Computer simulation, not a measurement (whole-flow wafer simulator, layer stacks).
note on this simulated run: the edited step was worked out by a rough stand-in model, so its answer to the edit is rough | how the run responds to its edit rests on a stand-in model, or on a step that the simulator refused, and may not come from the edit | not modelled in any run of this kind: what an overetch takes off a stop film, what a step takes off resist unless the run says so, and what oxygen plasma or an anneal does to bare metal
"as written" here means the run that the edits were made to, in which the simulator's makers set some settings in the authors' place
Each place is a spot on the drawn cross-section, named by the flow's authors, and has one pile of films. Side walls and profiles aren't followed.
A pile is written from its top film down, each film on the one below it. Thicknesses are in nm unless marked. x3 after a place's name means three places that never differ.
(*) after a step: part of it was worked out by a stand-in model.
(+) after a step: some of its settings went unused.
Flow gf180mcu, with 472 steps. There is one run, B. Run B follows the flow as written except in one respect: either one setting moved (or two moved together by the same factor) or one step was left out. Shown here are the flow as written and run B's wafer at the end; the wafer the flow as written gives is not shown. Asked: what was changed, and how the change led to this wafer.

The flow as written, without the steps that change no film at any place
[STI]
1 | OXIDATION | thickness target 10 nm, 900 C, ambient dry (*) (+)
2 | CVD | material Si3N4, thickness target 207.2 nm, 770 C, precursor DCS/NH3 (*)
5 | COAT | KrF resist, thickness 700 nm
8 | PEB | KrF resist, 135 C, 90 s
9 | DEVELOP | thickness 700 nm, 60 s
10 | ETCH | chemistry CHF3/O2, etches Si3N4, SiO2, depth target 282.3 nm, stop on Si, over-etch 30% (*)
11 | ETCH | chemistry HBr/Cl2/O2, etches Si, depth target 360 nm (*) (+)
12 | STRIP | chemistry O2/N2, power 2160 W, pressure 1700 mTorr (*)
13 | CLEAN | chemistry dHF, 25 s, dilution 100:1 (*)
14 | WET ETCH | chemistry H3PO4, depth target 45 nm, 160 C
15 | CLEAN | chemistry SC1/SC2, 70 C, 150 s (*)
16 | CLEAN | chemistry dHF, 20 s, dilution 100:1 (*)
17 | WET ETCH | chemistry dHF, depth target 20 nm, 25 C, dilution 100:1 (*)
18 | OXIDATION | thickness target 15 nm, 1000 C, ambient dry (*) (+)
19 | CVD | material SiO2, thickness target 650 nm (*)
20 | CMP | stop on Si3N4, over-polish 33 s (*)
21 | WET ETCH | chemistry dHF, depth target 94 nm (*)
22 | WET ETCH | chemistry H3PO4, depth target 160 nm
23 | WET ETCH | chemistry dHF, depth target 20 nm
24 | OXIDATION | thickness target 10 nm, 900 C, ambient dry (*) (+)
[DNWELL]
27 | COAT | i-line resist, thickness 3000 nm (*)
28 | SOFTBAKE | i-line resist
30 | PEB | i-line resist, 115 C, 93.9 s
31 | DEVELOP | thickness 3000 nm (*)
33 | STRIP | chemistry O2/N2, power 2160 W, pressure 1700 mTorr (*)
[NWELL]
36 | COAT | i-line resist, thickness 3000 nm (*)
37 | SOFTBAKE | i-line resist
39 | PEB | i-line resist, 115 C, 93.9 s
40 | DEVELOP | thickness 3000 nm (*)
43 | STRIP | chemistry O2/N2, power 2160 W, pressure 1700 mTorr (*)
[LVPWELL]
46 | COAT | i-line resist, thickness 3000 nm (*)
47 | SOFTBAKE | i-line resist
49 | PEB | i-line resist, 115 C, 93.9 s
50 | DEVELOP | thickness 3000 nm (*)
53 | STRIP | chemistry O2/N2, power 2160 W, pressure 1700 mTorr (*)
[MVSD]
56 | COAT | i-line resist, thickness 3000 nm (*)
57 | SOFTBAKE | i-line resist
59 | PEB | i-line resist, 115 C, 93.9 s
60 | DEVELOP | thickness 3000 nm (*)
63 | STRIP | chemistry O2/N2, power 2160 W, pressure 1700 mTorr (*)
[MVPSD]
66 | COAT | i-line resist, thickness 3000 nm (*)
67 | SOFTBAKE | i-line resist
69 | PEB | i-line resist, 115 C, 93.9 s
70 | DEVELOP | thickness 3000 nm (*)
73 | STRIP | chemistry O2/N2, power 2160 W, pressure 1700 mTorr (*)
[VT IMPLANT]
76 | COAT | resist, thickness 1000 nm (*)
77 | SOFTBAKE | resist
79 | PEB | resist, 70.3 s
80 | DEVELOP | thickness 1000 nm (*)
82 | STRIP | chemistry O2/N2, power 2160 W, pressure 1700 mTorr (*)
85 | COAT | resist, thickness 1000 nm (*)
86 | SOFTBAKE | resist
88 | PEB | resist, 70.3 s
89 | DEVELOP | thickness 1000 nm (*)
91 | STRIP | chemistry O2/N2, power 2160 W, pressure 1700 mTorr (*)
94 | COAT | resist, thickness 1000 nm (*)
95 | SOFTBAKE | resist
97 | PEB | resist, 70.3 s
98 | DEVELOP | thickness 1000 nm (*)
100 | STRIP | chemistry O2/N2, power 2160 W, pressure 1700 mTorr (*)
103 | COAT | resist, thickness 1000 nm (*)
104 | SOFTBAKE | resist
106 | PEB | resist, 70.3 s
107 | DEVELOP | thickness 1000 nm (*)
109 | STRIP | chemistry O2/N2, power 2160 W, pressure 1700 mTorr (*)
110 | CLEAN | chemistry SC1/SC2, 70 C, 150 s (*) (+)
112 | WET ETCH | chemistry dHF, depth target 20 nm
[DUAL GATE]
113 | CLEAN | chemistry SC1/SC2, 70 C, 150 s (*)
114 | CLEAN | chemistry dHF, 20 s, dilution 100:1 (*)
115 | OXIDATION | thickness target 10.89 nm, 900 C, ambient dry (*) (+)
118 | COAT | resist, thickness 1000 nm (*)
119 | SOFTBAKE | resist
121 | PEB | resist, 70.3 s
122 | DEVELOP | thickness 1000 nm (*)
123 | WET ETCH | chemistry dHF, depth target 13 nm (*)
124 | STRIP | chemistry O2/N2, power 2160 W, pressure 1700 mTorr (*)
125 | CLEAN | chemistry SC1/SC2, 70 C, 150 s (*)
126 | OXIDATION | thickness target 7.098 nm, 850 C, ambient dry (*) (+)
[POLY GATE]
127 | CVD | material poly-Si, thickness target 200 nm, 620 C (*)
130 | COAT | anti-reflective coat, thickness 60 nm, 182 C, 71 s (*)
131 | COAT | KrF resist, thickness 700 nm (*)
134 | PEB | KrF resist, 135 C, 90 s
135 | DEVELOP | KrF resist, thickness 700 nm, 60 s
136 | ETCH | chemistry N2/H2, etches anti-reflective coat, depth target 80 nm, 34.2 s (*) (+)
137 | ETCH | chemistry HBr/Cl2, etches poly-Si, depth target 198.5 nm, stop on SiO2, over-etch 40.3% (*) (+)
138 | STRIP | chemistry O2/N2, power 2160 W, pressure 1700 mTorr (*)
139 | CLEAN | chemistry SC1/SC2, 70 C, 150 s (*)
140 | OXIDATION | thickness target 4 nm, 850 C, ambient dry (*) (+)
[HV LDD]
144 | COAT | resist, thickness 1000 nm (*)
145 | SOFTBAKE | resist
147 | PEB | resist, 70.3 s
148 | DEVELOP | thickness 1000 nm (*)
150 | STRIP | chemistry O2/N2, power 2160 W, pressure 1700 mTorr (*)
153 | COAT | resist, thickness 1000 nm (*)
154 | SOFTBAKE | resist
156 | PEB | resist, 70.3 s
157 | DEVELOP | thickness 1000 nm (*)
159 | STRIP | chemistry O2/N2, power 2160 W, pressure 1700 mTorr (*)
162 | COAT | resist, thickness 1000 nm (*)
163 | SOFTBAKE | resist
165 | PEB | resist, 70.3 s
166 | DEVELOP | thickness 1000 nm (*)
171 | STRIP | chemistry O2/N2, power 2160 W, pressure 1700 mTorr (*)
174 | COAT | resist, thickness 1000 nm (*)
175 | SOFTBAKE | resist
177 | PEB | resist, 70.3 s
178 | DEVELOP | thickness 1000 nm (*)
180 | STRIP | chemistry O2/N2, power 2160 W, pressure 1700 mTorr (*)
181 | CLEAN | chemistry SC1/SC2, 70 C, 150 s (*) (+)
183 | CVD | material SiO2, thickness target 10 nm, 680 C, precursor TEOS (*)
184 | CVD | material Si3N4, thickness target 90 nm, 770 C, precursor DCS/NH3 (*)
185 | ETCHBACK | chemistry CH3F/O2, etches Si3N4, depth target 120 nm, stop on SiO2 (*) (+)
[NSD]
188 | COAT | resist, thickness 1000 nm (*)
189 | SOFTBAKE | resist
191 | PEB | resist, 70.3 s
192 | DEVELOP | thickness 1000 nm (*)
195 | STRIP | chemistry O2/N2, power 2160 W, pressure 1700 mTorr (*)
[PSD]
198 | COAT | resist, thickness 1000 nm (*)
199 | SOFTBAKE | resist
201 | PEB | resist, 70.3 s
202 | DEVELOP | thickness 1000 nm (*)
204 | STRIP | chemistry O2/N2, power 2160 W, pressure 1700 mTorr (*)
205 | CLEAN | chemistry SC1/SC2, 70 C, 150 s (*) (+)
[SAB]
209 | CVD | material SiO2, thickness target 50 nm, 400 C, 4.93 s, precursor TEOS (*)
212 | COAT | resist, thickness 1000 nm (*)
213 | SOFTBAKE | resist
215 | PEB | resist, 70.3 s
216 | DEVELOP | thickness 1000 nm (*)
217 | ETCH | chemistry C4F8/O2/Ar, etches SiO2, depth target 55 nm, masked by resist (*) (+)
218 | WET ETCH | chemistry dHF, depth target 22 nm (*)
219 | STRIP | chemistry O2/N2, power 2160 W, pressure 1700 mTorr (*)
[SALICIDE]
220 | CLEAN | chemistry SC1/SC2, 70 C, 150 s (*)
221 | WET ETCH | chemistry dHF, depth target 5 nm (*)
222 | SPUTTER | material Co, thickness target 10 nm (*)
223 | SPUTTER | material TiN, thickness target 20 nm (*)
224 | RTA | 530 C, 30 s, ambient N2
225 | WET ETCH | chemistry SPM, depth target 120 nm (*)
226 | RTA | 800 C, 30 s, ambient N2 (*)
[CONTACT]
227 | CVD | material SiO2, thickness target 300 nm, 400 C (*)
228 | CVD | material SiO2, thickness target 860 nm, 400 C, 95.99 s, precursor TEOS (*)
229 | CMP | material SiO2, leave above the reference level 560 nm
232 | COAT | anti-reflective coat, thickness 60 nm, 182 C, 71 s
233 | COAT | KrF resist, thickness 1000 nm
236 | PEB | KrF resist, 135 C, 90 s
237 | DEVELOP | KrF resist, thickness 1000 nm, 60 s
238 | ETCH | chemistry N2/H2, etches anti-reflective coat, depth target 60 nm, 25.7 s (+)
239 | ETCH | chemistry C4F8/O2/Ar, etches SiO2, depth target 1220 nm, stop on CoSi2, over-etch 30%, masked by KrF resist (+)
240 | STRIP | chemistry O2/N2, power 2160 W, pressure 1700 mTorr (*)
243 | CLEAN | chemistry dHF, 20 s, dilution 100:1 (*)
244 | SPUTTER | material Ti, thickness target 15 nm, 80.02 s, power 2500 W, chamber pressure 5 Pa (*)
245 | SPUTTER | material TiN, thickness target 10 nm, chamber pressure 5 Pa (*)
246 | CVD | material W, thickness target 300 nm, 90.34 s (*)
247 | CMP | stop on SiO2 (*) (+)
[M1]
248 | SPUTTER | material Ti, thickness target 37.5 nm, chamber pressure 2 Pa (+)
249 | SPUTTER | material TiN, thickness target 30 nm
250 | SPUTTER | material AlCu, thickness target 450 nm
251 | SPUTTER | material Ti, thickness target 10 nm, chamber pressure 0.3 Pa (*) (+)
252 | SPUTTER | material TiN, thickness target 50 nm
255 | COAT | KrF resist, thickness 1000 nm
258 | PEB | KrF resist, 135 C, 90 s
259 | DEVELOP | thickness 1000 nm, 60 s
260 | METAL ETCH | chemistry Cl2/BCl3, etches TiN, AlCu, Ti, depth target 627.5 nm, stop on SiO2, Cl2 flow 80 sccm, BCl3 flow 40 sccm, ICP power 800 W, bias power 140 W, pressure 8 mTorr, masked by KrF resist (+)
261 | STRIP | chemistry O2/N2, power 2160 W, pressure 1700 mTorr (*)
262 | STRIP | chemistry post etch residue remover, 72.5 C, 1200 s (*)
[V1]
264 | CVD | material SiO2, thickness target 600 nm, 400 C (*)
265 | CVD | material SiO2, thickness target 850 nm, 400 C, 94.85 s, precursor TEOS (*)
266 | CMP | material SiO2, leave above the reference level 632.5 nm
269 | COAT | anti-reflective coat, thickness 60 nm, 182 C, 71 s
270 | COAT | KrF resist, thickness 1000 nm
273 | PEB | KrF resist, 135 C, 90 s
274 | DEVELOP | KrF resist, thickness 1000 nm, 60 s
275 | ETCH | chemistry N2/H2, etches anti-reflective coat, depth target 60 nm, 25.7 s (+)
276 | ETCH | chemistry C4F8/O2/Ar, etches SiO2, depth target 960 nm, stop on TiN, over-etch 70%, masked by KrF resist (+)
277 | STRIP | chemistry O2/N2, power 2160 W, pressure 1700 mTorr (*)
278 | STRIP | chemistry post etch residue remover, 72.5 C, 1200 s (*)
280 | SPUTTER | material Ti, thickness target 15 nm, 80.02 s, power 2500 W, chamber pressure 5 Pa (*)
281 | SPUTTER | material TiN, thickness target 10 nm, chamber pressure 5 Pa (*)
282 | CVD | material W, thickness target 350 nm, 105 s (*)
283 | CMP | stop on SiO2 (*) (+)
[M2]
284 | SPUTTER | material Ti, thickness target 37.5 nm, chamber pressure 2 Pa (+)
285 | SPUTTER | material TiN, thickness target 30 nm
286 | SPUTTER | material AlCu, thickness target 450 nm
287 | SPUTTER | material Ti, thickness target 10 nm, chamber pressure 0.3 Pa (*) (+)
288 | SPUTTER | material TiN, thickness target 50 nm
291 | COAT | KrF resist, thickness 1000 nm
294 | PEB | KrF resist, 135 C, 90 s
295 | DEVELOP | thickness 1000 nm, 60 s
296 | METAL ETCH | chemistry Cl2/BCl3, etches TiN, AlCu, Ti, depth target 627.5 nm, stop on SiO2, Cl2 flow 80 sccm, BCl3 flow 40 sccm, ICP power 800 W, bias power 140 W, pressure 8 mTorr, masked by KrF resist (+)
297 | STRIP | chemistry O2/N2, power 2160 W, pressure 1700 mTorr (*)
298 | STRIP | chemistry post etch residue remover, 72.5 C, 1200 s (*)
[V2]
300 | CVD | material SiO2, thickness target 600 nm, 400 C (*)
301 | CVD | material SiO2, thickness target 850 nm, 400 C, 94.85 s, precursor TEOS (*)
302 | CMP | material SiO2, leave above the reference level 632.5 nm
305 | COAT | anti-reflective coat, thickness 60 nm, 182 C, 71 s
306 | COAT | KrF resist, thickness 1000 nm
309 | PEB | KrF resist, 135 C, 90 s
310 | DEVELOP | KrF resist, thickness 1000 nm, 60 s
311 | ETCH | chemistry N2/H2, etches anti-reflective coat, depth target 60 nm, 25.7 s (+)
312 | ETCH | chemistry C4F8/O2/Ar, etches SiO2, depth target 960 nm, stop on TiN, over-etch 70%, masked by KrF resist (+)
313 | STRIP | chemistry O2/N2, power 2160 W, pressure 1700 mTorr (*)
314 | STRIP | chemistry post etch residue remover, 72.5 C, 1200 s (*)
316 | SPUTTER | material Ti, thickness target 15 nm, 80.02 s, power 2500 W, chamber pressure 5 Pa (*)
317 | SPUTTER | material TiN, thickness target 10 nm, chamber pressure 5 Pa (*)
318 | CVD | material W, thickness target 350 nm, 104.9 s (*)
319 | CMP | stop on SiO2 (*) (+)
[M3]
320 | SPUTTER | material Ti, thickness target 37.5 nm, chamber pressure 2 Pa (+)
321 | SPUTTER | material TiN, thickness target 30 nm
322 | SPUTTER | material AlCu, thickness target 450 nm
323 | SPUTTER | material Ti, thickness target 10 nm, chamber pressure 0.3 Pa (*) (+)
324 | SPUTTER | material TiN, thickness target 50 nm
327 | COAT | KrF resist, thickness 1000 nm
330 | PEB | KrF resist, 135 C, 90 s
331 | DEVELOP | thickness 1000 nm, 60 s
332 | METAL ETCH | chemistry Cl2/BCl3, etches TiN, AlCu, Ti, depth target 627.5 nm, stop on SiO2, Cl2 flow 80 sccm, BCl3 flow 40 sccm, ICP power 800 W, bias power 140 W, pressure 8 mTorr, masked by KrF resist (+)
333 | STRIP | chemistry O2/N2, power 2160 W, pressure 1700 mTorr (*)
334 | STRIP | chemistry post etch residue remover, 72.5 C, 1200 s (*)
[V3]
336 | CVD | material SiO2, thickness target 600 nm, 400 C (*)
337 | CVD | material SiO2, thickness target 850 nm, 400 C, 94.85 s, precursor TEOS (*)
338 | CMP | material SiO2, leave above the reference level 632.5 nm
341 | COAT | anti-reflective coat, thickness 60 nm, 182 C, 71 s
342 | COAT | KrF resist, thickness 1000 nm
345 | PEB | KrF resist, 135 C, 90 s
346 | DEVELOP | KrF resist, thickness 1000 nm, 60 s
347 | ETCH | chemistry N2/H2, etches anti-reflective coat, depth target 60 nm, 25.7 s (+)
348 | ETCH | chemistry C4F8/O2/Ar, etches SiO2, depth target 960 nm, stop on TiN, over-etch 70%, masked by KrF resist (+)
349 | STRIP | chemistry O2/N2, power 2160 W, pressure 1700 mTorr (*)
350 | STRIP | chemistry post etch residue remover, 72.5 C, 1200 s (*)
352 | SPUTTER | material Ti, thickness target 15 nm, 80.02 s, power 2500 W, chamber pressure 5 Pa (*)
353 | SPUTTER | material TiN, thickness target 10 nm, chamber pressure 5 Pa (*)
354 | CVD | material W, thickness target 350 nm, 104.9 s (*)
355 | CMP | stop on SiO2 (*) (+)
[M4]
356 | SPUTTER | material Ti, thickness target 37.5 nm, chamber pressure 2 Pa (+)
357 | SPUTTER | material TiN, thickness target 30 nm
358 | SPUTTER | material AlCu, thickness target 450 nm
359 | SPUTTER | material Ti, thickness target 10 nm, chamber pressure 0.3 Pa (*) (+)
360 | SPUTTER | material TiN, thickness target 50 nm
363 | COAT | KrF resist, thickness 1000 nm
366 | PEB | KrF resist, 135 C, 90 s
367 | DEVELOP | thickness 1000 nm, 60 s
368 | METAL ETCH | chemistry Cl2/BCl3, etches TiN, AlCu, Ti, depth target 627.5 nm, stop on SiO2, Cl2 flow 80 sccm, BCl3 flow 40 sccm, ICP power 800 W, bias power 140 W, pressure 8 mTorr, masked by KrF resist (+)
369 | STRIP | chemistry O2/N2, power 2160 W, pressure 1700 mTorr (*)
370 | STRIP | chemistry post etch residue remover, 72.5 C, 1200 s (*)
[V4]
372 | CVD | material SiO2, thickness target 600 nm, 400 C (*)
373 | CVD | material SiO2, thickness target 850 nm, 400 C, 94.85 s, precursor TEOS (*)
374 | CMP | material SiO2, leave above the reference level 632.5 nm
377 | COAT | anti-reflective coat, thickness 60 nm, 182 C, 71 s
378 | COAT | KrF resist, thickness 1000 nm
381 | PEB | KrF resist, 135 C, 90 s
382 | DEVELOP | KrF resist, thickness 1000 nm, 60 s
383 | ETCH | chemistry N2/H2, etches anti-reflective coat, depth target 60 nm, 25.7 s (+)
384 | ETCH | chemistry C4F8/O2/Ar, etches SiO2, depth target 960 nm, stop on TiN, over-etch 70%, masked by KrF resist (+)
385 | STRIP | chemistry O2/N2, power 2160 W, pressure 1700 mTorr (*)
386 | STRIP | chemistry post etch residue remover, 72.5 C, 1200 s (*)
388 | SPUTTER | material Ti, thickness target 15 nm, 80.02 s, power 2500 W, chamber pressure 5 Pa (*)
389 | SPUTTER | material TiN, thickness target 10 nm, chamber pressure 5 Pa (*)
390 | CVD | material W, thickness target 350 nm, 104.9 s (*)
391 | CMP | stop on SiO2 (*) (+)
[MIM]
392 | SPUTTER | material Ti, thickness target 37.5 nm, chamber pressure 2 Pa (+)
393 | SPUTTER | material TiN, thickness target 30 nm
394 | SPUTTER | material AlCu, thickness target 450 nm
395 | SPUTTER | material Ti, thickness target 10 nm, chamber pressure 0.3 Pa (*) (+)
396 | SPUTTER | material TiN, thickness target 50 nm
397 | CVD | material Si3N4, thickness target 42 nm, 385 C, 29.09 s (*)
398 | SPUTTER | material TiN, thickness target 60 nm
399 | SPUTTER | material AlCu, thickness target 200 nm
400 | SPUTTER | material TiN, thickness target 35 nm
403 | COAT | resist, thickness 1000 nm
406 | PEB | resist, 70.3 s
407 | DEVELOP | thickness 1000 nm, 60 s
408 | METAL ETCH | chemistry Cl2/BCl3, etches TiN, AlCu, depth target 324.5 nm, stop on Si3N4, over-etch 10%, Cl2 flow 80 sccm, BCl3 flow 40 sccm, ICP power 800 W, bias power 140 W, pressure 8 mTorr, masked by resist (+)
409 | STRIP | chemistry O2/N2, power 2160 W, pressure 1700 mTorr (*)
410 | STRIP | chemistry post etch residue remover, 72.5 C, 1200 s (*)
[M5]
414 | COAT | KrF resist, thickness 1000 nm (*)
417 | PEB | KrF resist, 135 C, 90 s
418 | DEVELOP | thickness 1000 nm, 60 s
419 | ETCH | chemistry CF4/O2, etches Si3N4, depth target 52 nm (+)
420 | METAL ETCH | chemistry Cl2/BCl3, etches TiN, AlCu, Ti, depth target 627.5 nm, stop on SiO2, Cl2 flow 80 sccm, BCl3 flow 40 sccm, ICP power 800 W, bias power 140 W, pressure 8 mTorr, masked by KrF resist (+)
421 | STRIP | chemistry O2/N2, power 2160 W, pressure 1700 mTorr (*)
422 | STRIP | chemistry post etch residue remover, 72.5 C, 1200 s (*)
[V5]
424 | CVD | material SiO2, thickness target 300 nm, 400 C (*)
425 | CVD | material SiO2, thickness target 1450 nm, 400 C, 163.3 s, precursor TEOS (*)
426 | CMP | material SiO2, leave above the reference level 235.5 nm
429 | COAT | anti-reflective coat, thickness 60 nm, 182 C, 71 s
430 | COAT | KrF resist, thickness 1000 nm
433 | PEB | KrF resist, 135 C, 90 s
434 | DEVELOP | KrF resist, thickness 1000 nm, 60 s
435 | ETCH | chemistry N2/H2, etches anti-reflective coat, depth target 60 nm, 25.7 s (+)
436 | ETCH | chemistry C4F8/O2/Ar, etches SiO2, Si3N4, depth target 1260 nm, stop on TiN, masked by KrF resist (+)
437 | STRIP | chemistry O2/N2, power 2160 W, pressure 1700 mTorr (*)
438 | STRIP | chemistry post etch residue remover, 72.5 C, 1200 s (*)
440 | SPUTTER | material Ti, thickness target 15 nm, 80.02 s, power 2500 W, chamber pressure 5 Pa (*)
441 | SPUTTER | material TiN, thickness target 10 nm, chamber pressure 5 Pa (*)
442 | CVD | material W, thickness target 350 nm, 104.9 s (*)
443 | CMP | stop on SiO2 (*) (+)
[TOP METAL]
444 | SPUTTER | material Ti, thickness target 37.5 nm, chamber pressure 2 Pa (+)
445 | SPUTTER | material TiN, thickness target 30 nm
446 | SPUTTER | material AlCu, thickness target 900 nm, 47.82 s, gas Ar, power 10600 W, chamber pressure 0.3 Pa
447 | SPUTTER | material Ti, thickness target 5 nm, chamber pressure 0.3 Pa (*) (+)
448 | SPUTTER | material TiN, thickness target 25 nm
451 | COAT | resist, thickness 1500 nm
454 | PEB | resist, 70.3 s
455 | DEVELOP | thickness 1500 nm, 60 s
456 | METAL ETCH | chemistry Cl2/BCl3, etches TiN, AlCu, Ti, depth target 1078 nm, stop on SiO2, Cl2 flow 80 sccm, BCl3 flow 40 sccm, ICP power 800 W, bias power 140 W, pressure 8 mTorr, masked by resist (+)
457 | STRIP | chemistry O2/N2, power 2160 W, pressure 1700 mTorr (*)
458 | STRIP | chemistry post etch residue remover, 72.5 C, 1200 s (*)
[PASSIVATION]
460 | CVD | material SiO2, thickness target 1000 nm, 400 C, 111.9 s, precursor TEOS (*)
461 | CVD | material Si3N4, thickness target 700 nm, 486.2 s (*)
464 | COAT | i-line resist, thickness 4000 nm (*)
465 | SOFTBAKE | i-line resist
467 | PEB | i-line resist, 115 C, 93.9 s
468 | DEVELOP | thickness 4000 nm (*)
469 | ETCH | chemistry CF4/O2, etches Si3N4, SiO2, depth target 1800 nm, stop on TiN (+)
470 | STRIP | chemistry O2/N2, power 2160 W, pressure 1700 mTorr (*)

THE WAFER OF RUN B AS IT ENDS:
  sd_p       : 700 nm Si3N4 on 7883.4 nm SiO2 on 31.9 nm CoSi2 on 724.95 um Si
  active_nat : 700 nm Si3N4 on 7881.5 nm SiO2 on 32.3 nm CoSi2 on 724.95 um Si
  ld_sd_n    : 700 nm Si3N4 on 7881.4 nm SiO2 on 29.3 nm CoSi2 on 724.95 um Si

Cause: step 185, ETCHBACK: depth target 147 nm was run, whereas the flow has depth target 120 nm.

The path from the change to this, step by step:
  185 | ETCHBACK | chemistry CH3F/O2, etches Si3N4, depth target 120 nm, stop on SiO2 (*) (+)
      field, field__w1, field__w2 and 100 more: -90 Si3N4 (all of it), -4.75 SiO2 (it would be, as written: -90 Si3N4 (all of it), -2.5 SiO2)
  189 | SOFTBAKE | resist
      field: -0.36 resist (it would be, as written: +3.56 resist)
      nw_enc_fld: +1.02 resist (it would be, as written: +2.84 resist)
      (as well as at 1 more place)
  199 | SOFTBAKE | resist
      field: -0.36 resist (it would be, as written: +3.56 resist)
      nw_enc_fld: +2.02 resist (it would be, as written: +4.22 resist)
      (as well as at 1 more place)
  218 | WET ETCH | chemistry dHF, depth target 22 nm (*)
      gate, gate_hv, gate_p and 23 more: -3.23 SiO2 (all of it) (it would be, as written: -5.48 SiO2 (all of it))
      active, p_well, sd_n, iso_ptap_pw, iso_ntap_nw, iso_ptap_sub, vpnp_e: -6.76 SiO2 (all of it) (it would be, as written: -9.01 SiO2 (all of it))
      (as well as at 16 more places)
  223 | SPUTTER | material TiN, thickness target 20 nm (*)
      field__w2: +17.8 TiN (new film) (it would be, as written: +17 TiN (new film))
      field__w3: +16.6 TiN (new film) (it would be, as written: +15.7 TiN (new film))
      (as well as at 2 more places)
  224 | RTA | 530 C, 30 s, ambient N2
      ld_drn_p: under 1 film: +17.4 CoSi (new film), -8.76 Co (all of it), -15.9 Si (it would be, as written: under 1 film: +16.7 CoSi (new film), -8.4 Co (all of it), -15.2 Si)
  225 | WET ETCH | chemistry SPM, depth target 120 nm (*)
      field__w2: -17.8 TiN (all of it), -9.01 Co (all of it) (it would be, as written: -17 TiN (all of it), -8.65 Co (all of it))
      field__w3: -16.6 TiN (all of it), -8.46 Co (all of it) (it would be, as written: -15.7 TiN (all of it), -8.06 Co (all of it))
      (as well as at 2 more places)
  226 | RTA | 800 C, 30 s, ambient N2 (*)
      ld_sd_n: +29.3 CoSi2 (new film), -16.6 CoSi (all of it), -15.2 Si (it would be, as written: +28.3 CoSi2 (new film), -16.1 CoSi (all of it), -14.7 Si)
      ld_drn_n: +32.2 CoSi2 (new film), -18.3 CoSi (all of it), -16.7 Si (it would be, as written: +31.5 CoSi2 (new film), -17.9 CoSi (all of it), -16.4 Si)
      (as well as at 1 more place)
